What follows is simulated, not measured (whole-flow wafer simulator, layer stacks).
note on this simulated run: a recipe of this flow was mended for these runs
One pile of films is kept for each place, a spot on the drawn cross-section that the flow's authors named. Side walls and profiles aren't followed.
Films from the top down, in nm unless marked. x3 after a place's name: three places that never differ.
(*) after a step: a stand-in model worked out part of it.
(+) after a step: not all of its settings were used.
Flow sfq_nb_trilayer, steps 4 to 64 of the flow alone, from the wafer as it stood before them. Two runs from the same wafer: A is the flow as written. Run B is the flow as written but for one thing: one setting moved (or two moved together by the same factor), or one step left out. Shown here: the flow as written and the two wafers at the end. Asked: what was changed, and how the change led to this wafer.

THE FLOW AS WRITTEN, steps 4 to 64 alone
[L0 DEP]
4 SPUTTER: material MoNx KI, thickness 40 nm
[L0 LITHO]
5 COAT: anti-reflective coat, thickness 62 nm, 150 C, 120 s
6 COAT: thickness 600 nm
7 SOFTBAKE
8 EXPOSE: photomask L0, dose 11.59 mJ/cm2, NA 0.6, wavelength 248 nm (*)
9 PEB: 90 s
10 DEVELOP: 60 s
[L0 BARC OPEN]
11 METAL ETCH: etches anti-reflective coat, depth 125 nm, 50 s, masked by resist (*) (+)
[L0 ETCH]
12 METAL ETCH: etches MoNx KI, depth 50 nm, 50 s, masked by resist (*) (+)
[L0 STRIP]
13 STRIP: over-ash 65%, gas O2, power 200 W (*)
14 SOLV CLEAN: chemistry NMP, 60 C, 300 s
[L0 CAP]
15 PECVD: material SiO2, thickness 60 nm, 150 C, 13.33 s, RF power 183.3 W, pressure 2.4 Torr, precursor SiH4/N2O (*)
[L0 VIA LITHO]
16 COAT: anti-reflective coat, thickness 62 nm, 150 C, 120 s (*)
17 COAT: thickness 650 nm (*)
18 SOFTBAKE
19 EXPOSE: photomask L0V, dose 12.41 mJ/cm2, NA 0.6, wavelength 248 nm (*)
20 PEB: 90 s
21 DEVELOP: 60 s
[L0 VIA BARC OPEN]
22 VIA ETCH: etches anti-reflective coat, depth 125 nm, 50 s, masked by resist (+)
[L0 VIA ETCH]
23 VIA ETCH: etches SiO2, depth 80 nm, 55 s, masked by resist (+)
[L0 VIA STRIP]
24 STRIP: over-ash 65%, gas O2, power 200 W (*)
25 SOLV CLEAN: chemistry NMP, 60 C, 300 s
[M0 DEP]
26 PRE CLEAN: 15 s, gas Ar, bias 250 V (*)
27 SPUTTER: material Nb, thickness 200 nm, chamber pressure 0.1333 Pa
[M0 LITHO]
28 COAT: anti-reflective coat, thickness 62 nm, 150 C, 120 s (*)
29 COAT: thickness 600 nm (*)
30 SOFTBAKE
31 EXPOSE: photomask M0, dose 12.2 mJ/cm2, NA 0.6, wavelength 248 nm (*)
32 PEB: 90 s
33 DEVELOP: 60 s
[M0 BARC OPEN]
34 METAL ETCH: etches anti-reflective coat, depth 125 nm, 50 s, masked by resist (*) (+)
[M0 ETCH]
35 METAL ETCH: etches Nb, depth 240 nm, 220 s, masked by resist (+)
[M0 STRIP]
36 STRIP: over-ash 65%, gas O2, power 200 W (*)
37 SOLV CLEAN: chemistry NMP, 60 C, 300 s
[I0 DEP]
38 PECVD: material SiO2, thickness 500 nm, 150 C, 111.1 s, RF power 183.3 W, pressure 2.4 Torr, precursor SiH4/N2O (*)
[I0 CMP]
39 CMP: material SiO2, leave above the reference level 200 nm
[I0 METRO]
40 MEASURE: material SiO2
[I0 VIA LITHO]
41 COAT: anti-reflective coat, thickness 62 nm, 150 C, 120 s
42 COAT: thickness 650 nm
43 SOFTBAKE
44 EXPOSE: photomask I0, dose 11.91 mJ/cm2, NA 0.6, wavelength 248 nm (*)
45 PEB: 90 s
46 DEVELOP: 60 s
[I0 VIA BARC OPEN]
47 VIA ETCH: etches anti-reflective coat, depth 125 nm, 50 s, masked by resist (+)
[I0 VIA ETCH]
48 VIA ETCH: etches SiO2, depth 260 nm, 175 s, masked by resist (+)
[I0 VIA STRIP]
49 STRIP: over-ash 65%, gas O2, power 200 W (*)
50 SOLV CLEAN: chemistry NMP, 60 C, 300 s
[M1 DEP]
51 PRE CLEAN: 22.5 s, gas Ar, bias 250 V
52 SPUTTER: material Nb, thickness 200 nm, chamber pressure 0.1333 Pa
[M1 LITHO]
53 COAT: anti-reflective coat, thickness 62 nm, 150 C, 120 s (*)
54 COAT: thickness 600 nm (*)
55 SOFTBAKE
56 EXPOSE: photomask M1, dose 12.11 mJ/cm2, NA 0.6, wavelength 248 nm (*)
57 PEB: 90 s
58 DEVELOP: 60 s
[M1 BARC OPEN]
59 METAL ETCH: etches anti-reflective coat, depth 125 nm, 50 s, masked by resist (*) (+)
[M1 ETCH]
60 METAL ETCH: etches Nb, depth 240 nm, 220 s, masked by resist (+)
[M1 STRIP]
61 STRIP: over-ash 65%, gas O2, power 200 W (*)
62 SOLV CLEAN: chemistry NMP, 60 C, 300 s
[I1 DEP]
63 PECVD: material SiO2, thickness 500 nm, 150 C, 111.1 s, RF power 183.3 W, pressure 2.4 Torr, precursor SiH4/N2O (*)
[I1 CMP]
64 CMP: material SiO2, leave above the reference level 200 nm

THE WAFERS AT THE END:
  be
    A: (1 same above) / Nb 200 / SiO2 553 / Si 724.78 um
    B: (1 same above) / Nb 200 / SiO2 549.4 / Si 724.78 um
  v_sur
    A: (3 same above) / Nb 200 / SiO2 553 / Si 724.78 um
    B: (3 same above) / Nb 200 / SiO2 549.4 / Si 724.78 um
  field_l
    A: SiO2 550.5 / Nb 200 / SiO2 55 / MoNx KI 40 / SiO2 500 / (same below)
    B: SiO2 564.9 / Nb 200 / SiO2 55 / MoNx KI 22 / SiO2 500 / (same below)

The cause: step 4, SPUTTER: thickness 22 nm was run, where the flow has thickness 40 nm.
It can be read off the wafer: field_l has MoNx KI 22, and step 4 as written asks for 40 nm.

How the change led to this, step by step:
  4 SPUTTER: material MoNx KI, thickness 40 nm
      field_l, v_sur, via_wl and 103 more: A MoNx KI +40 (new film) | B MoNx KI +22 (new film)
  12 METAL ETCH: etches MoNx KI, depth 50 nm, 50 s, masked by resist (*) (+)
      v_sur, via_wl, via_w and 97 more: A MoNx KI -40 (all of it), SiO2 -2 | B MoNx KI -22 (all of it), SiO2 -5.6
  16 COAT: anti-reflective coat, thickness 62 nm, 150 C, 120 s (*)
      l0r_line_c, l0r_line_r: A anti-reflective coat +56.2 (new film) | B anti-reflective coat +58 (new film)
      field_l: A anti-reflective coat +50 (new film) | B anti-reflective coat +53.9 (new film)
      (and at 7 more places)
  22 VIA ETCH: etches anti-reflective coat, depth 125 nm, 50 s, masked by resist (+)
      l0v: A anti-reflective coat -57.9 (all of it), SiO2 -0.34 | B anti-reflective coat -59.1 (all of it), SiO2 -0.33
  24 STRIP: over-ash 65%, gas O2, power 200 W (*)
      field_l: A KrF-resist-other-grade -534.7 (all of it), anti-reflective coat -50 (all of it) | B KrF-resist-other-grade -537.3 (all of it), anti-reflective coat -53.9 (all of it)
      v_sur: A KrF-resist-other-grade -544.6 (all of it), anti-reflective coat -78.1 (all of it) | B KrF-resist-other-grade -543.4 (all of it), anti-reflective coat -72.8 (all of it)
      (and at 7 more places)
  28 COAT: anti-reflective coat, thickness 62 nm, 150 C, 120 s (*)
      l0r_line_c, l0r_line_r: A anti-reflective coat +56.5 (new film) | B anti-reflective coat +58.1 (new film)
      field_l: A anti-reflective coat +50.5 (new film) | B anti-reflective coat +54.2 (new film)
      (and at 7 more places)
  36 STRIP: over-ash 65%, gas O2, power 200 W (*)
      l0r_line_c, l0r_line_r: A KrF-resist-other-grade -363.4 (all of it), anti-reflective coat -56.5 (all of it) | B KrF-resist-other-grade -363.8 (all of it), anti-reflective coat -58.1 (all of it)
      field_l: A KrF-resist-other-grade -357.4 (all of it), anti-reflective coat -50.5 (all of it) | B KrF-resist-other-grade -359.9 (all of it), anti-reflective coat -54.2 (all of it)
      (and at 7 more places)
  39 CMP: material SiO2, leave above the reference level 200 nm
      field_l, l0_sur, l0r_line_l, l0r_line_c, l0r_line_r: A SiO2 -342 | B SiO2 -327.6
      l0v: A SiO2 -277.4 | B SiO2 -263
